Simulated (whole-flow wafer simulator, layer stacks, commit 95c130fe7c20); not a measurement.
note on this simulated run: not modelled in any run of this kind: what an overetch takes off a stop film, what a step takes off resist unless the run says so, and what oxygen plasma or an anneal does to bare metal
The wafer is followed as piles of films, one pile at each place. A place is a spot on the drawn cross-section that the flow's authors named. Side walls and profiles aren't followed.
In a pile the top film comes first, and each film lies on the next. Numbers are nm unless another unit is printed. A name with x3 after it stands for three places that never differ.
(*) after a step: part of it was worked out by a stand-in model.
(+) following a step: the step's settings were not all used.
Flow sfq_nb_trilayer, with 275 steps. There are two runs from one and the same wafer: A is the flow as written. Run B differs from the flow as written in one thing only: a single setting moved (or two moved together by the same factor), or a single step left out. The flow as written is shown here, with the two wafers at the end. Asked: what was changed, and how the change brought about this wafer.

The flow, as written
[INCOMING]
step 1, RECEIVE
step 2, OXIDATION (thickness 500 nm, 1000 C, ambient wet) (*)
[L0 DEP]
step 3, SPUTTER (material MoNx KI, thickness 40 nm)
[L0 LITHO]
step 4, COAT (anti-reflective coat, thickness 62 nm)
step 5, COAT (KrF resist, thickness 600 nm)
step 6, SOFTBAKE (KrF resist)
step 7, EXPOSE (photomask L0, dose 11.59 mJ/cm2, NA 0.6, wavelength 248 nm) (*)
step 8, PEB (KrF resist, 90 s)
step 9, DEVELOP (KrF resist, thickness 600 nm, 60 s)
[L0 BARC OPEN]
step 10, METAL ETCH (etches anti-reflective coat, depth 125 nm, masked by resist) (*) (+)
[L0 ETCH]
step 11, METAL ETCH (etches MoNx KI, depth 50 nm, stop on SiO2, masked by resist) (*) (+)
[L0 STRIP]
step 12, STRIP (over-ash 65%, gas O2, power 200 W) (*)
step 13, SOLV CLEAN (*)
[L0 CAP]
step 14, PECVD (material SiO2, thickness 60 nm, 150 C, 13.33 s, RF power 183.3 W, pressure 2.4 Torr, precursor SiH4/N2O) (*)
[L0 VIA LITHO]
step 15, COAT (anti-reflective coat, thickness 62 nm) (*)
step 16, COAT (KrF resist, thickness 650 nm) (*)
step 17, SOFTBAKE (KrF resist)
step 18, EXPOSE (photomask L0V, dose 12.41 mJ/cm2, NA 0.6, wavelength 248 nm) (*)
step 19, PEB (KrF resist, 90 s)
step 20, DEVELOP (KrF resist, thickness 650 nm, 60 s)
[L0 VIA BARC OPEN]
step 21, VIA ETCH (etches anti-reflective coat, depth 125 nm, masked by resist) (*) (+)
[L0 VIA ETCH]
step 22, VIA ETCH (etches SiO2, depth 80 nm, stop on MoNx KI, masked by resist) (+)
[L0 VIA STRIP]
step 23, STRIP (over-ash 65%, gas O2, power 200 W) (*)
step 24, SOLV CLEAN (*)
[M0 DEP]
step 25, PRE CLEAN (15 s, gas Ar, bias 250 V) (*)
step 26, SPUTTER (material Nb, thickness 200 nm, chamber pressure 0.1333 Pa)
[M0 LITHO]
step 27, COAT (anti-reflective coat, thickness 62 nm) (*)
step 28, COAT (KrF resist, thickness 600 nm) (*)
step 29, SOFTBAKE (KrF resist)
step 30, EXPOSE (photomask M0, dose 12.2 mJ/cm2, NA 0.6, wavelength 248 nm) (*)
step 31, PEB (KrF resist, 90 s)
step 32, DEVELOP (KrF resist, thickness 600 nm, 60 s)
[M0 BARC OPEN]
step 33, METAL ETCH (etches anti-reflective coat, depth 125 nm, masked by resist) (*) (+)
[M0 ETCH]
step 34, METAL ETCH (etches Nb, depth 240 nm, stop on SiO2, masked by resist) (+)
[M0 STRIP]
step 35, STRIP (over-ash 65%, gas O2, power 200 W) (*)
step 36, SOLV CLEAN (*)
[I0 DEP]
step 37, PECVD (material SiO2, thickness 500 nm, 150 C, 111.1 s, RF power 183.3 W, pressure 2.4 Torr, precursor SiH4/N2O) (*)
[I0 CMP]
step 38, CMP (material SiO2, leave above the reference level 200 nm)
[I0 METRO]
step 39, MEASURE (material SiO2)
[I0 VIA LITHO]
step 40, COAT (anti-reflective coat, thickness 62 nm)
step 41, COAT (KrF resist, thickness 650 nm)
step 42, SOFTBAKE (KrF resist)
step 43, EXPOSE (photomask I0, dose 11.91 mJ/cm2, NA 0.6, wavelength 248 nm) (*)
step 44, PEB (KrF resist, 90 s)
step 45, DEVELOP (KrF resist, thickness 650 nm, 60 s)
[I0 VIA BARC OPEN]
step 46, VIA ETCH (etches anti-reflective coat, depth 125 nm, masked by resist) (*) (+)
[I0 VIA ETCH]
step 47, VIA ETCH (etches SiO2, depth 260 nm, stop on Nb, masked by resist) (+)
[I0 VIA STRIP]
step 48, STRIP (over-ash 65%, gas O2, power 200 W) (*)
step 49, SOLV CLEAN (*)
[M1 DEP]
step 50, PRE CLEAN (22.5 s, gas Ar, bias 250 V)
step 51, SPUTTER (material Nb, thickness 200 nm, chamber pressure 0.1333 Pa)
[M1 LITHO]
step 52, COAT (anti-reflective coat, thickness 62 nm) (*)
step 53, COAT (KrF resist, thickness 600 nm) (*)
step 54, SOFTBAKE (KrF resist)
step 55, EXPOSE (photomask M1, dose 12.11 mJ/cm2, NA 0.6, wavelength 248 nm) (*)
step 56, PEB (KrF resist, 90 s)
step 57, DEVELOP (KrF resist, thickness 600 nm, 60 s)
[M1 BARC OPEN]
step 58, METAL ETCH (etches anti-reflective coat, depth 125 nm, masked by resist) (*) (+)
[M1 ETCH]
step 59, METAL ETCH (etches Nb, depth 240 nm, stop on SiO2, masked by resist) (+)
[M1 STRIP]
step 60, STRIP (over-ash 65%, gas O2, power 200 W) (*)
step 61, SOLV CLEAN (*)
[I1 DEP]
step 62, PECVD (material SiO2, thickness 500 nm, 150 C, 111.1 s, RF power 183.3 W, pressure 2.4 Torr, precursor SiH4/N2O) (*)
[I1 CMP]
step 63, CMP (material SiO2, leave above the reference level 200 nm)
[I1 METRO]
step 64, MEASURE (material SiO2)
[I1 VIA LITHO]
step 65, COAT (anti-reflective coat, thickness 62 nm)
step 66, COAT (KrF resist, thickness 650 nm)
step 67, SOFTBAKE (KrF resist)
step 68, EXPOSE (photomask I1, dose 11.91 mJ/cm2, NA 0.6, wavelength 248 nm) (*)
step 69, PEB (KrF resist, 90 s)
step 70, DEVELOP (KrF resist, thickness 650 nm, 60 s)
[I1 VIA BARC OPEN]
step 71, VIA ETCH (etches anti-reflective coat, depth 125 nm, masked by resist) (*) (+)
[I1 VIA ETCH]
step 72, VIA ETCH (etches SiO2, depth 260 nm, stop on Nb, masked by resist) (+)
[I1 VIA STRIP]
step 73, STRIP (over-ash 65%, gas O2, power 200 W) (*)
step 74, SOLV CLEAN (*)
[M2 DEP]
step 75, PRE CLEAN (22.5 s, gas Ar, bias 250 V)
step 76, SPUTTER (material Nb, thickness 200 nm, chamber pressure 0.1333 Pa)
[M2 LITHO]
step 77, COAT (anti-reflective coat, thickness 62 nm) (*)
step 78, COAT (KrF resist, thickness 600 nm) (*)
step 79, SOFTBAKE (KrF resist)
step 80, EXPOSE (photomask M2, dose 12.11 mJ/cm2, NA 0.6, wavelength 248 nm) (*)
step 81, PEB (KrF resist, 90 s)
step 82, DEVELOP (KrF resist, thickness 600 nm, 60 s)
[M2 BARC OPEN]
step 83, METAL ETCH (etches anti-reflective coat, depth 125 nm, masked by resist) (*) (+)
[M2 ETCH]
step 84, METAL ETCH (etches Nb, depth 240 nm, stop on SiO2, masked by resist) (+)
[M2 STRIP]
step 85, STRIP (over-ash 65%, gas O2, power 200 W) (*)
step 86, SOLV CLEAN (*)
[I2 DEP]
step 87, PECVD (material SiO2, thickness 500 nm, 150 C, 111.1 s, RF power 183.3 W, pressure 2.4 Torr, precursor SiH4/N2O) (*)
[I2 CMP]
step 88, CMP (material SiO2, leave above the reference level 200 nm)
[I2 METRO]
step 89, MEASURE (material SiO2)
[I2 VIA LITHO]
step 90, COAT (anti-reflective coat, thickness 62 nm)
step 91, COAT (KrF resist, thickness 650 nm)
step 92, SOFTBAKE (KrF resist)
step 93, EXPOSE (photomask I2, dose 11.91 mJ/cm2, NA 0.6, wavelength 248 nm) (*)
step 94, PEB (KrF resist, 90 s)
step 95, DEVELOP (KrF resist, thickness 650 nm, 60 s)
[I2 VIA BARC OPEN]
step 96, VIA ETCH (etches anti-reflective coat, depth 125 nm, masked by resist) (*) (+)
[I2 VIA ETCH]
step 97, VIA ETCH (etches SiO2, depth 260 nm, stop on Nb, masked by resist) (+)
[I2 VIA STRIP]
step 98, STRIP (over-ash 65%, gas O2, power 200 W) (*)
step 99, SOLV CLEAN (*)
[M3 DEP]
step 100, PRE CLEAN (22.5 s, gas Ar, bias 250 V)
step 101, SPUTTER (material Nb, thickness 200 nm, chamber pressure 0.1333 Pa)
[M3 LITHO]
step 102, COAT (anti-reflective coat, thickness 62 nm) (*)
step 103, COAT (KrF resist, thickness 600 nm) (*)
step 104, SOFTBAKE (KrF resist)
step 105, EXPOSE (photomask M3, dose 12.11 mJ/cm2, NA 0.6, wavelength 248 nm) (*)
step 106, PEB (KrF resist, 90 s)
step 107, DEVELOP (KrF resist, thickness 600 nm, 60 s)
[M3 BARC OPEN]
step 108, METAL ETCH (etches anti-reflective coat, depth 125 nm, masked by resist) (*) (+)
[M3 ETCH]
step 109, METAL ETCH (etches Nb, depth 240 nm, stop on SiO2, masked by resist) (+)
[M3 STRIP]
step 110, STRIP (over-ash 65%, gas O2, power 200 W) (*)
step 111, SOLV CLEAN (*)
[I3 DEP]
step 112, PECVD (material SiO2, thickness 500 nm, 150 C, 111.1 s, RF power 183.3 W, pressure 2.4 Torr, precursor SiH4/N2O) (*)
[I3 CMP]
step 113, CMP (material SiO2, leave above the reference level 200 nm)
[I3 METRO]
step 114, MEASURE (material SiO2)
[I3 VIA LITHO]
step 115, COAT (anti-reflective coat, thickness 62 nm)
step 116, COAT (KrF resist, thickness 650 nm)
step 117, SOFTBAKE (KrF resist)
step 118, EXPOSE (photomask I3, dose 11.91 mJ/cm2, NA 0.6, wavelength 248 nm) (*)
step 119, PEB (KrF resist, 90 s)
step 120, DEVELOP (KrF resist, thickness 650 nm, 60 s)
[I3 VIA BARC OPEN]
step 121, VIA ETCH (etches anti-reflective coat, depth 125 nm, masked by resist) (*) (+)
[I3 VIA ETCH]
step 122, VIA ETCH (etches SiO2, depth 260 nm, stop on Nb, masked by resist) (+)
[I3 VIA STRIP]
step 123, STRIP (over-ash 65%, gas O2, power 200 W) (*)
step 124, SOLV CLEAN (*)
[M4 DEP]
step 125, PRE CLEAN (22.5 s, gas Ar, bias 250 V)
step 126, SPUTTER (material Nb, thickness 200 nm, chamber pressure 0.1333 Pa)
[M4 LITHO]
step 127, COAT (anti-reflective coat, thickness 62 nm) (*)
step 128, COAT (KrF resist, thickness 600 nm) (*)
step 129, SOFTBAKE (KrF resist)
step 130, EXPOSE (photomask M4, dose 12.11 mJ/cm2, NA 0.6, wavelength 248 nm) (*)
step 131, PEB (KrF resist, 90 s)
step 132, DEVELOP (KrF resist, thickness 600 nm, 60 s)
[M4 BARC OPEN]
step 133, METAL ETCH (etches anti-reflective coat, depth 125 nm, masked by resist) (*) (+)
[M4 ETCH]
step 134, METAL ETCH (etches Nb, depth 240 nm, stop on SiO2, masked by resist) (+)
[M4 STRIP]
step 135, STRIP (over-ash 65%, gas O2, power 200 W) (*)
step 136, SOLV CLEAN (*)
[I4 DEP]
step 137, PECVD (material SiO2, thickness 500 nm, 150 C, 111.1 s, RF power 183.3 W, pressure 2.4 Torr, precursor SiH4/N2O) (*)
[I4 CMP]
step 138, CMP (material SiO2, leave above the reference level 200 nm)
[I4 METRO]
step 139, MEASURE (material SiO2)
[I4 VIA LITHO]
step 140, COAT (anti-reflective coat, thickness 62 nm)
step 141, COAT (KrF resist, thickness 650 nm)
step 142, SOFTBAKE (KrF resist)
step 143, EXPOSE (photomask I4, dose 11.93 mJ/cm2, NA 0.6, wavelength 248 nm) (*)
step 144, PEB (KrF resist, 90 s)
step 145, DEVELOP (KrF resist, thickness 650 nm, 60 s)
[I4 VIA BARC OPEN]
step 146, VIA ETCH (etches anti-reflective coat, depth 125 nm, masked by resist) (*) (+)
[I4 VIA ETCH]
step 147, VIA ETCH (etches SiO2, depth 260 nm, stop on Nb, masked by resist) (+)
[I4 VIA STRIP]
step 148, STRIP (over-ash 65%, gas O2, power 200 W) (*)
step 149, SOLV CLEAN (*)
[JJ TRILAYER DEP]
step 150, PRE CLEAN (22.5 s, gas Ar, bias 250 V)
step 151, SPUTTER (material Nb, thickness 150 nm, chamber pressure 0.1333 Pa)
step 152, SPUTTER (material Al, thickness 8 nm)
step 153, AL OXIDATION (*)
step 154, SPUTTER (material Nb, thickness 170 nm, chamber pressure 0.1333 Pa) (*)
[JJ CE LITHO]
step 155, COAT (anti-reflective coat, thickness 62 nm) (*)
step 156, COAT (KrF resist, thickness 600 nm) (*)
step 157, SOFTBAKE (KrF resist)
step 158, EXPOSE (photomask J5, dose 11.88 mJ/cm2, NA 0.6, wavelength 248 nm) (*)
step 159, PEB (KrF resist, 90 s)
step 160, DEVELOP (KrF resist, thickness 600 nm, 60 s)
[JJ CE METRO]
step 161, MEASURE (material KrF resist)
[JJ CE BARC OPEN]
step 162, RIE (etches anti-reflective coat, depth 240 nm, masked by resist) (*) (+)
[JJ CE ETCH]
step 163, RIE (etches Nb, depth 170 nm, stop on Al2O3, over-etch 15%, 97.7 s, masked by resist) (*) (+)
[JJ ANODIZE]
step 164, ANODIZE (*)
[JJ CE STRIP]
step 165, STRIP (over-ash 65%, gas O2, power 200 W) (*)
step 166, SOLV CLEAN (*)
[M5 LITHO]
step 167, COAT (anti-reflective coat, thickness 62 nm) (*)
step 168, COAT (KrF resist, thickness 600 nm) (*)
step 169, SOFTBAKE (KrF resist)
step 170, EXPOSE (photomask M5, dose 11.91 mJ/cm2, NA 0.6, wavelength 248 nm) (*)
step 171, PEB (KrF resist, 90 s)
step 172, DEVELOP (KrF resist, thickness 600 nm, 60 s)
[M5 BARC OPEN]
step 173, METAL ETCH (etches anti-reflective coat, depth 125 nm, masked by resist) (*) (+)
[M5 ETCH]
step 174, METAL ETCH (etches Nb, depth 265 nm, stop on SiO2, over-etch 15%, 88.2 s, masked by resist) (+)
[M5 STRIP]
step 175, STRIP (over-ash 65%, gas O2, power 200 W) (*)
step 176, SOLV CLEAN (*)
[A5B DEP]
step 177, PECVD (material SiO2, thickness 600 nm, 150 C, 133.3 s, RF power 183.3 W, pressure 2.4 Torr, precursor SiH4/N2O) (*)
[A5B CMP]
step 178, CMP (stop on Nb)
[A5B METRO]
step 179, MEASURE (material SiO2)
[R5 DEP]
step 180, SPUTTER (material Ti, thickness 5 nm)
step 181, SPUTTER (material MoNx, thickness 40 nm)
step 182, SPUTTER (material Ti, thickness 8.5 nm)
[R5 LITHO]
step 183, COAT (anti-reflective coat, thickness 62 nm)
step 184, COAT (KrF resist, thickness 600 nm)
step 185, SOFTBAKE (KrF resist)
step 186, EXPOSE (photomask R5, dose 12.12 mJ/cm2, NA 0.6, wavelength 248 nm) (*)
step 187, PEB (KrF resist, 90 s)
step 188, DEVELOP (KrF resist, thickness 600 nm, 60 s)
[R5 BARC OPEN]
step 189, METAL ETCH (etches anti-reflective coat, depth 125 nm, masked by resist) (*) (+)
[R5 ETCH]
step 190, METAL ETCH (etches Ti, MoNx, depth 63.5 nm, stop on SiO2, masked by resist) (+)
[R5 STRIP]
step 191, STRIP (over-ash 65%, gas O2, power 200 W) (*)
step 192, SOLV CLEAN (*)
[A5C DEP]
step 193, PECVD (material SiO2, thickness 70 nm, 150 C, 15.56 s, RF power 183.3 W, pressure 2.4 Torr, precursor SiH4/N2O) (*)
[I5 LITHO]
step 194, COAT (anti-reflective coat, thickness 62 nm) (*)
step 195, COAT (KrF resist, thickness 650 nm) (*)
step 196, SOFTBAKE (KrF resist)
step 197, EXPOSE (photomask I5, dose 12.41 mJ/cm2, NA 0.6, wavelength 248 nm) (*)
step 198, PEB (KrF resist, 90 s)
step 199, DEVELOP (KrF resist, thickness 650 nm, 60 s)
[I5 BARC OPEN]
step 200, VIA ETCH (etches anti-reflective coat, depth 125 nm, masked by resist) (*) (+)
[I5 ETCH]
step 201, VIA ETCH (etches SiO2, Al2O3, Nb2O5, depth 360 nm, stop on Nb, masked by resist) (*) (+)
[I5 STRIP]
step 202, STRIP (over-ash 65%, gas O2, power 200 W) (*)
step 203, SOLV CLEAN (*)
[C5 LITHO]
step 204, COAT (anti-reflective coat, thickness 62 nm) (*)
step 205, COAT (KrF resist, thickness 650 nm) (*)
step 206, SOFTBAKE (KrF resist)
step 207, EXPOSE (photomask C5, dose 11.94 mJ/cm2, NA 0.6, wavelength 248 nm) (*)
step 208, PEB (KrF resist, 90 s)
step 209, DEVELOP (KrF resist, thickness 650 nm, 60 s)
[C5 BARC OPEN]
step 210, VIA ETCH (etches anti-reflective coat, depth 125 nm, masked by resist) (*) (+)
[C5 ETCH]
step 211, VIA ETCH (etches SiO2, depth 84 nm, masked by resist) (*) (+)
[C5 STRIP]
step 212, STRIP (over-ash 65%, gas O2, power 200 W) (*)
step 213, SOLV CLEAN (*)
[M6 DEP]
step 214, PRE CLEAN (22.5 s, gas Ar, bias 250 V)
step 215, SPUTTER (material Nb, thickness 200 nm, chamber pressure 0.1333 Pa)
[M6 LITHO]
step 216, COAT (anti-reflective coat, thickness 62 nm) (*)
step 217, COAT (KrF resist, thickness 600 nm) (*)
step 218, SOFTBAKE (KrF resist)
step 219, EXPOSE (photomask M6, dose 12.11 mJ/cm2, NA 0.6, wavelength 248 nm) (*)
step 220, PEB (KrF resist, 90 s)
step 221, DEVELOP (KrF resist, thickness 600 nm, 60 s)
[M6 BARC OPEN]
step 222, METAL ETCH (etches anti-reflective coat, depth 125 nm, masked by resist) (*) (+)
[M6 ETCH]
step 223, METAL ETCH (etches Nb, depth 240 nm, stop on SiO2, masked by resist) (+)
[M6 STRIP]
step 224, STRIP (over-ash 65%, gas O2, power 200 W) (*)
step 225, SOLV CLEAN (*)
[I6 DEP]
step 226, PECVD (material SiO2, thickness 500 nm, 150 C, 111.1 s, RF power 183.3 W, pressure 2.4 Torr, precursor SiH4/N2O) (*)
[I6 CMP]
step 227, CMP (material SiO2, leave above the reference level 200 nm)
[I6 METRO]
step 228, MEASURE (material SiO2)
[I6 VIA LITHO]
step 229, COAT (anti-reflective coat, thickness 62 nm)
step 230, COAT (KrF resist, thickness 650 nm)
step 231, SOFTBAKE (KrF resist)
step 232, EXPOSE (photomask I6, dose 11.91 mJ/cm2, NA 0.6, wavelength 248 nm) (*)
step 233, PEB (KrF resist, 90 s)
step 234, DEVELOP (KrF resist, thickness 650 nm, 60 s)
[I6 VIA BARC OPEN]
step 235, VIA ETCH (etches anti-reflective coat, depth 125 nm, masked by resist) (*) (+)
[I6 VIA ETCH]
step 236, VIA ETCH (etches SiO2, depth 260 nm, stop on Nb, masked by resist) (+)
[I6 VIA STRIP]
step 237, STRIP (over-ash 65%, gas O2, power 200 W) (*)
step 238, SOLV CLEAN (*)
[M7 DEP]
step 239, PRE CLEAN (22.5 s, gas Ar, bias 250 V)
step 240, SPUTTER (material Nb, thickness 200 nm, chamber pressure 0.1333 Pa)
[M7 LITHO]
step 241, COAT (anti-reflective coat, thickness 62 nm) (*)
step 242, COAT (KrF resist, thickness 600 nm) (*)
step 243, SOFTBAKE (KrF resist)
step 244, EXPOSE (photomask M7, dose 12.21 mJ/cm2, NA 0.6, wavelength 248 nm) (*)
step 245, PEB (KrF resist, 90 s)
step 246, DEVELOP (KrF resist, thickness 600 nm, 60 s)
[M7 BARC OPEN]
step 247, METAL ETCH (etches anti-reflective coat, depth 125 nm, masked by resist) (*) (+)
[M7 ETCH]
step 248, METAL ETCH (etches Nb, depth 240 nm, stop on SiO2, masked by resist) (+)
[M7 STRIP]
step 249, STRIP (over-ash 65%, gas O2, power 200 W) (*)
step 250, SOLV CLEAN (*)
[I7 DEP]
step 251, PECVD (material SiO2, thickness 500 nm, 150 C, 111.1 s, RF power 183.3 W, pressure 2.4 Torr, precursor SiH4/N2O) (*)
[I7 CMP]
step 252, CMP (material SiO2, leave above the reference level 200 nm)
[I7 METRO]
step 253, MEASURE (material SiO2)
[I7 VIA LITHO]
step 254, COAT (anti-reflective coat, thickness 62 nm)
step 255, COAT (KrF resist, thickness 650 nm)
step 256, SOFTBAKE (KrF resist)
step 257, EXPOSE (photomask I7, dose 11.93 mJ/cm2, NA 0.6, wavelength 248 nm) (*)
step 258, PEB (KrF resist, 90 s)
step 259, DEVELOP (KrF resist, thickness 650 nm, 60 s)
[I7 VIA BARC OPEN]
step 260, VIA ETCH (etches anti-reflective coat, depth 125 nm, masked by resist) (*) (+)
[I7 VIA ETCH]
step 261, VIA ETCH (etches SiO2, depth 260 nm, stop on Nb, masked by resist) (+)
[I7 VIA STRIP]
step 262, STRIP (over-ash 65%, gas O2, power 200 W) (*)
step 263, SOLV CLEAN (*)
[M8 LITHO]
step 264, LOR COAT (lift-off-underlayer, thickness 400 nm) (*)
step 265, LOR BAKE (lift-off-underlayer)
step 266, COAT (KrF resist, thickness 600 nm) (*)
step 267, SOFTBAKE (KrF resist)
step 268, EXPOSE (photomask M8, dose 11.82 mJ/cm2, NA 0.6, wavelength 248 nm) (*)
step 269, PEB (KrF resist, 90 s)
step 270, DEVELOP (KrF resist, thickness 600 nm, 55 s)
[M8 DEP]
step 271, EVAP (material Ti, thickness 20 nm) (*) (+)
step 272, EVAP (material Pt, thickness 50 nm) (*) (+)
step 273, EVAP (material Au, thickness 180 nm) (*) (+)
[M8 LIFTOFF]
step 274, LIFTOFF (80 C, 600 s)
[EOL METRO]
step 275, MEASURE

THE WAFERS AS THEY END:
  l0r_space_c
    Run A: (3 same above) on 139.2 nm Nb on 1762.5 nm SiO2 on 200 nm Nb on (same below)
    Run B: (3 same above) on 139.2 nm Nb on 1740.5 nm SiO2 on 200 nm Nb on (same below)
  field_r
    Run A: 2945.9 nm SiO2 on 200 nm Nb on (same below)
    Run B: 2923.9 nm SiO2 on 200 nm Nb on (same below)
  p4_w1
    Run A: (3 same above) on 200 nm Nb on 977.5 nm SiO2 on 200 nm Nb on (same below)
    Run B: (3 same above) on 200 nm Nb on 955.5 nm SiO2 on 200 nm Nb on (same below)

The reason: step 88, CMP: leave above the reference level 178 nm was run, though the flow has leave above the reference level 200 nm.

The path from the change to this, step by step:
  step 88, CMP (material SiO2, leave above the reference level 200 nm)
      field_l, be, be_sur and 81 more: A -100 SiO2 | B -122 SiO2
      v_sur, via_wl, via_w and 18 more: A -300 SiO2 | B -322 SiO2
      (also at 1 further place)
  step 97, VIA ETCH (etches SiO2, depth 260 nm, stop on Nb, masked by resist) (+)
      via_w: A -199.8 SiO2 (all of it) | B -177.8 SiO2 (all of it)
  step 101, SPUTTER (material Nb, thickness 200 nm, chamber pressure 0.1333 Pa)
      via_w: A +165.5 Nb | B +170.3 Nb
  step 102, COAT (anti-reflective coat, thickness 62 nm) (*)
      via_wl, via_wr: A +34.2 anti-reflective coat (new film) | B +35.3 anti-reflective coat (new film)
      via_w: A +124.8 anti-reflective coat (new film) | B +119.8 anti-reflective coat (new film)
  step 103, COAT (KrF resist, thickness 600 nm) (*)
      via_w: A +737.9 KrF resist (new film) | B +719.8 KrF resist (new film)
  step 110, STRIP (over-ash 65%, gas O2, power 200 W) (*)
      via_wl, via_wr: A -384.2 KrF resist (all of it), -34.2 anti-reflective coat (all of it) | B -386 KrF resist (all of it), -35.3 anti-reflective coat (all of it)
      via_w: A -520 KrF resist (all of it), -124.8 anti-reflective coat (all of it) | B -501.9 KrF resist (all of it), -119.8 anti-reflective coat (all of it)
  step 112, PECVD (material SiO2, thickness 500 nm, 150 C, 111.1 s, RF power 183.3 W, pressure 2.4 Torr, precursor SiH4/N2O) (*)
      via_w: A +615 SiO2 (new film) | B +588.2 SiO2 (new film)
